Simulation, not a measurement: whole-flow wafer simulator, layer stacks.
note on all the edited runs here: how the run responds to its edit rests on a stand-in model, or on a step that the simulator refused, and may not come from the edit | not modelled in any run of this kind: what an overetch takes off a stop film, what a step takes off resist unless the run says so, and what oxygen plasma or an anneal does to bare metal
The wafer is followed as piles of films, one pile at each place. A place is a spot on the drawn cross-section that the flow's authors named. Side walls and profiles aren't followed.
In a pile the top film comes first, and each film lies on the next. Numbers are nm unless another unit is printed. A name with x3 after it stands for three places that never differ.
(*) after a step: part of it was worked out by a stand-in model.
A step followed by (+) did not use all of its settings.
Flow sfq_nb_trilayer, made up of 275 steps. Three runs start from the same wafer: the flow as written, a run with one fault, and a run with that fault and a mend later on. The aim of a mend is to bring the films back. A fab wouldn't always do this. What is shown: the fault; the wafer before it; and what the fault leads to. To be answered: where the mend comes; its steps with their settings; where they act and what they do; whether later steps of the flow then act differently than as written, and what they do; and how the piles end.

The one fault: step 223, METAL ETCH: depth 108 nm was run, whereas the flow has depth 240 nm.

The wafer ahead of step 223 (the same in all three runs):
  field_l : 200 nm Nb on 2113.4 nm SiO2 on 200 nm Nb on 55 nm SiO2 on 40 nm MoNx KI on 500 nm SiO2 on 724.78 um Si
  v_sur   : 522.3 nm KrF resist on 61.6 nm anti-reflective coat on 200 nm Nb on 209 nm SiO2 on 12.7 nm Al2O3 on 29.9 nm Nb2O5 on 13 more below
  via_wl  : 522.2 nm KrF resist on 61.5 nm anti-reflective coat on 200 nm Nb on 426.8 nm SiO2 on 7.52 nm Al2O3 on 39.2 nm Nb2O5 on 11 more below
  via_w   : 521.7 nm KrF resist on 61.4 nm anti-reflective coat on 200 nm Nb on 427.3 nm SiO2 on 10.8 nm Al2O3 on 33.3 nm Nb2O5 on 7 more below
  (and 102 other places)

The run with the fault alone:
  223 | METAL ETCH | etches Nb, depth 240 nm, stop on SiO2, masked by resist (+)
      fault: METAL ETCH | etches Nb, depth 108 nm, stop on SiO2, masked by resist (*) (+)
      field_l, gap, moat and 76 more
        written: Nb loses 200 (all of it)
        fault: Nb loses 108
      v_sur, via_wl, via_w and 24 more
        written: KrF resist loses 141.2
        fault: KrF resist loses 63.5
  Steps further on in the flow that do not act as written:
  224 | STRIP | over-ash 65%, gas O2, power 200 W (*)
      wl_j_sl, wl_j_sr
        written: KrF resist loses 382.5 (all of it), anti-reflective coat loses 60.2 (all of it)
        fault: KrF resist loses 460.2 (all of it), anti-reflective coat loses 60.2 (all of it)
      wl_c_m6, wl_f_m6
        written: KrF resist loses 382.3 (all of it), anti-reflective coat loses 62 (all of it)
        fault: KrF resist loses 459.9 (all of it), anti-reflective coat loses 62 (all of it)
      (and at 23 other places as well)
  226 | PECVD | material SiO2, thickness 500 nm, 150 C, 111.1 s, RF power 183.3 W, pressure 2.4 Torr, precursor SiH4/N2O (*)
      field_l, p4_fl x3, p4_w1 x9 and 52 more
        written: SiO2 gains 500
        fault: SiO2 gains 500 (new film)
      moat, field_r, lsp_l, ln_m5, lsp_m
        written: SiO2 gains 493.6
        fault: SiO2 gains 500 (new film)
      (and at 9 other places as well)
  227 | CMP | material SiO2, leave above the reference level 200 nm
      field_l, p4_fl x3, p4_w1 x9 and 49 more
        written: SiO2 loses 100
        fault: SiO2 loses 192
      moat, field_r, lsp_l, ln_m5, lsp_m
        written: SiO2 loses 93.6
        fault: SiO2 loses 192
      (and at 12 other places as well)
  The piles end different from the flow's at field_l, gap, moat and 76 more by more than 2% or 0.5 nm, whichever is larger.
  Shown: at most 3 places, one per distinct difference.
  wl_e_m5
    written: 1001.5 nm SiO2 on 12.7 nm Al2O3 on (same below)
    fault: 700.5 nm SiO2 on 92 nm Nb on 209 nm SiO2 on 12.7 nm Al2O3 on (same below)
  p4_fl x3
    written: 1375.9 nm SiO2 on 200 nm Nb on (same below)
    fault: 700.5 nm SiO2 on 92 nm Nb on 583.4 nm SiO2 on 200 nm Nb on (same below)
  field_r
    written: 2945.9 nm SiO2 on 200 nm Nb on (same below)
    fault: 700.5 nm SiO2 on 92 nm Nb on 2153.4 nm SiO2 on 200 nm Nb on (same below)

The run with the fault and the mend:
  After step 223 comes the mend.
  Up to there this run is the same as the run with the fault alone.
  223a | METAL ETCH | etches Nb, depth 132 nm, stop on SiO2, masked by resist (+) (the flow's step 223, run once more with other settings)
      field_l, gap, moat and 76 more
        Nb loses 92 (all of it)
      v_sur, via_wl, via_w and 24 more
        KrF resist loses 77.6
  Later steps of the flow that are run all act as written at every place that is followed.
  At every place that both follow, the piles at the end match the flow's.
